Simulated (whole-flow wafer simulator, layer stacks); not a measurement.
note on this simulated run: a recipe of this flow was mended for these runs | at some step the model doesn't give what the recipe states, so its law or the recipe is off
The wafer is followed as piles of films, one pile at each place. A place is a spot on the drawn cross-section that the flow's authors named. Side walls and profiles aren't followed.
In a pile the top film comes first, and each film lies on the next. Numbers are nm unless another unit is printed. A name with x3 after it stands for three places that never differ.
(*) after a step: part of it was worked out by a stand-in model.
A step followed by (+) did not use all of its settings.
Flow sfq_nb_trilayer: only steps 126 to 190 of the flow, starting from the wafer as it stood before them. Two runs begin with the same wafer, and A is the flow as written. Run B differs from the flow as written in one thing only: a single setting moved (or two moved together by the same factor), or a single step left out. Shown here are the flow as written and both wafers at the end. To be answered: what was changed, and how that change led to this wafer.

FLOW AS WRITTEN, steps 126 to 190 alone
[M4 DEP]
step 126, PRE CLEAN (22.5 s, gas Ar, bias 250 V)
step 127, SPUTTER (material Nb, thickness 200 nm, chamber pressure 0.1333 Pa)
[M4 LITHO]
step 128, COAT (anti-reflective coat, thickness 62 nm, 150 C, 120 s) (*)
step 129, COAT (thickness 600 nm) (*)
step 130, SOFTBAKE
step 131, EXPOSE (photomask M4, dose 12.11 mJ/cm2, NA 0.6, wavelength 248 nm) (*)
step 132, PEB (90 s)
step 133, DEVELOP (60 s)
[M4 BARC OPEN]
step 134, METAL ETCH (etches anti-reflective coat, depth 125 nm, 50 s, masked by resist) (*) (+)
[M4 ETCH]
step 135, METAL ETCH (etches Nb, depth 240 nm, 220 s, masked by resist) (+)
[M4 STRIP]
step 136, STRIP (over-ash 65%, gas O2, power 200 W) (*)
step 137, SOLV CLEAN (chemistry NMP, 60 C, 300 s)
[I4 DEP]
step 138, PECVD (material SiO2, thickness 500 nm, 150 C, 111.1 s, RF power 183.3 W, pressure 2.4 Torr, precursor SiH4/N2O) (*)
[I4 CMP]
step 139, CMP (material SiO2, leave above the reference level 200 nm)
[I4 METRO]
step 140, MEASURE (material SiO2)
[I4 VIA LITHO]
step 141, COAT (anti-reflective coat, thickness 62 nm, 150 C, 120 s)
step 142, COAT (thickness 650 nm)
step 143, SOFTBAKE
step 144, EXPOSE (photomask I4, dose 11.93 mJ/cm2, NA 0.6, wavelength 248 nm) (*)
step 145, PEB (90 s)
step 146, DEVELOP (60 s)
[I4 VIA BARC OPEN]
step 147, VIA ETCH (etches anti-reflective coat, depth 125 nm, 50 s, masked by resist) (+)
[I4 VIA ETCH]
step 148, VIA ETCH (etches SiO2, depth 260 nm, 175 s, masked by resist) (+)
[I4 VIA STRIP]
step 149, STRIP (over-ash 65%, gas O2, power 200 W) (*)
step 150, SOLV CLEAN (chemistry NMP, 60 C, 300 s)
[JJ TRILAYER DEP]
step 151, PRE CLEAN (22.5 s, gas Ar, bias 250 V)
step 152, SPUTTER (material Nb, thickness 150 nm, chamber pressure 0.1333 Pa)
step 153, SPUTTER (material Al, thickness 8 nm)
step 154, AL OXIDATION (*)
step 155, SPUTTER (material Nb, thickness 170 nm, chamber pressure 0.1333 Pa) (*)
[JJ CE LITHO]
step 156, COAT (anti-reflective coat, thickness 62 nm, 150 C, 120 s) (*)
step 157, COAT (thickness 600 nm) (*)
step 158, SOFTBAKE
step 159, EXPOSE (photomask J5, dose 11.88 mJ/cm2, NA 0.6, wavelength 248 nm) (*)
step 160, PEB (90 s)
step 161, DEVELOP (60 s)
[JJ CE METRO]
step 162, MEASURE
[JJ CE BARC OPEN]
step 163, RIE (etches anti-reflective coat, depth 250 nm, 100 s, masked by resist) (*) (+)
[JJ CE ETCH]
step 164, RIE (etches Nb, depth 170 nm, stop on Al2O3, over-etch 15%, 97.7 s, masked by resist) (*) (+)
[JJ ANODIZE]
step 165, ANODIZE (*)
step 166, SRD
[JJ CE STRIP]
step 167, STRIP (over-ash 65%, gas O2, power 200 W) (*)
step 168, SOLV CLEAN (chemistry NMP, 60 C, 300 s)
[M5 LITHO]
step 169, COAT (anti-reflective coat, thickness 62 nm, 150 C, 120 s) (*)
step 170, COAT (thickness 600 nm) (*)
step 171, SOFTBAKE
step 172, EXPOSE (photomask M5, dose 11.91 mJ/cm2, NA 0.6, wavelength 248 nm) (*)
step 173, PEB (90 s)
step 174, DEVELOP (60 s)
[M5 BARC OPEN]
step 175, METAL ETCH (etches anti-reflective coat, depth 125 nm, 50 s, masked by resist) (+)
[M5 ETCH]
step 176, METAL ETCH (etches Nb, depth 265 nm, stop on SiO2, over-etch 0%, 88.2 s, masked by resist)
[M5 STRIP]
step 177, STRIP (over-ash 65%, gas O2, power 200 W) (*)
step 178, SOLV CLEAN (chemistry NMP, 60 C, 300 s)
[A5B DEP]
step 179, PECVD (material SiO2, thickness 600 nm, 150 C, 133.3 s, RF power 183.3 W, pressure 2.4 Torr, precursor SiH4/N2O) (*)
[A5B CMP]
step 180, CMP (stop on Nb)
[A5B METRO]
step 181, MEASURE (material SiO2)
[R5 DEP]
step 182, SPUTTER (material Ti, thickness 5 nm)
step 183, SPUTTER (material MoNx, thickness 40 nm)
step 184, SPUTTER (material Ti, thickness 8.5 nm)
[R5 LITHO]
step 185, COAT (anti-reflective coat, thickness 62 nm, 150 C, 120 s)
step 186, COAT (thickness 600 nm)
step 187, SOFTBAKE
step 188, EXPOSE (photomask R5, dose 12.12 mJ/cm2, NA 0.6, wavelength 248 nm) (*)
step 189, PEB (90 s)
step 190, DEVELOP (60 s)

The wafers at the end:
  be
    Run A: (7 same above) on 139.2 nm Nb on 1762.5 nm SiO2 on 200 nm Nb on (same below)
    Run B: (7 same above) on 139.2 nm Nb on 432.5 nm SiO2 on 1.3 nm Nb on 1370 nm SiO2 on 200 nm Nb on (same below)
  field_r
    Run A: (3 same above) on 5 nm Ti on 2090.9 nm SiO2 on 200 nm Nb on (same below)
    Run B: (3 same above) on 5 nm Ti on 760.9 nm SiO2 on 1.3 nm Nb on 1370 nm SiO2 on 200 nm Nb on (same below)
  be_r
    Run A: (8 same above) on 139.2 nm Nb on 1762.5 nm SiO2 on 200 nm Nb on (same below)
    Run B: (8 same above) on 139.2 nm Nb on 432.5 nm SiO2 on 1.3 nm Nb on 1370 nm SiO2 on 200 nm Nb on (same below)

What caused this: step 127, SPUTTER: thickness 241.3 nm was run, while the flow as written has thickness 200 nm.

The path from the change to this, step by step:
  step 127, SPUTTER (material Nb, thickness 200 nm, chamber pressure 0.1333 Pa)
      field_l, v_sur, via_wl and 102 more: A Nb gains 200 (new film) | B Nb gains 241.3 (new film)
      via_v: A Nb gains 164.5 | B Nb gains 198.8
  step 135, METAL ETCH (etches Nb, depth 240 nm, 220 s, masked by resist) (+)
      field_l, be, be_sur and 64 more: A Nb loses 200 (all of it), SiO2 loses 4 | B Nb loses 240
  step 138, PECVD (material SiO2, thickness 500 nm, 150 C, 111.1 s, RF power 183.3 W, pressure 2.4 Torr, precursor SiH4/N2O) (*)
      field_l, be, be_sur and 55 more: A SiO2 gains 500 | B SiO2 gains 500 (new film)
      p3_s0 x6: A SiO2 gains 561.1 | B SiO2 gains 597.1 (new film)
      (as well as at 3 more places)
  step 139, CMP (material SiO2, leave above the reference level 200 nm)
      field_l, be, be_sur and 55 more: A SiO2 loses 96 | B SiO2 loses 60
      lsp_r, l0_sur, l0v: A SiO2 loses 87.7 | B SiO2 loses 50.3
      (as well as at 1 more place)
If metal films that touch count as one body, be has 4 bodies (between them, from the top down: SiO2 146.5 / Al2O3 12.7 / Nb2O5 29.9; SiO2 432.5; SiO2 1370); the flow as written gives 3 bodies (between them, from the top down: SiO2 146.5 / Al2O3 12.7 / Nb2O5 29.9; SiO2 1762.5).
If metal films that touch count as one body, field_r has 3 bodies (between them, from the top down: SiO2 760.9; SiO2 1370); the flow as written gives 2 bodies (between them, from the top down: SiO2 2090.9).
If metal films that touch count as one body, be_r has 4 bodies (between them, from the top down: SiO2 146.5 / Al2O3 12.7 / Nb2O5 29.9; SiO2 432.5; SiO2 1370); the flow as written gives 3 bodies (between them, from the top down: SiO2 146.5 / Al2O3 12.7 / Nb2O5 29.9; SiO2 1762.5).
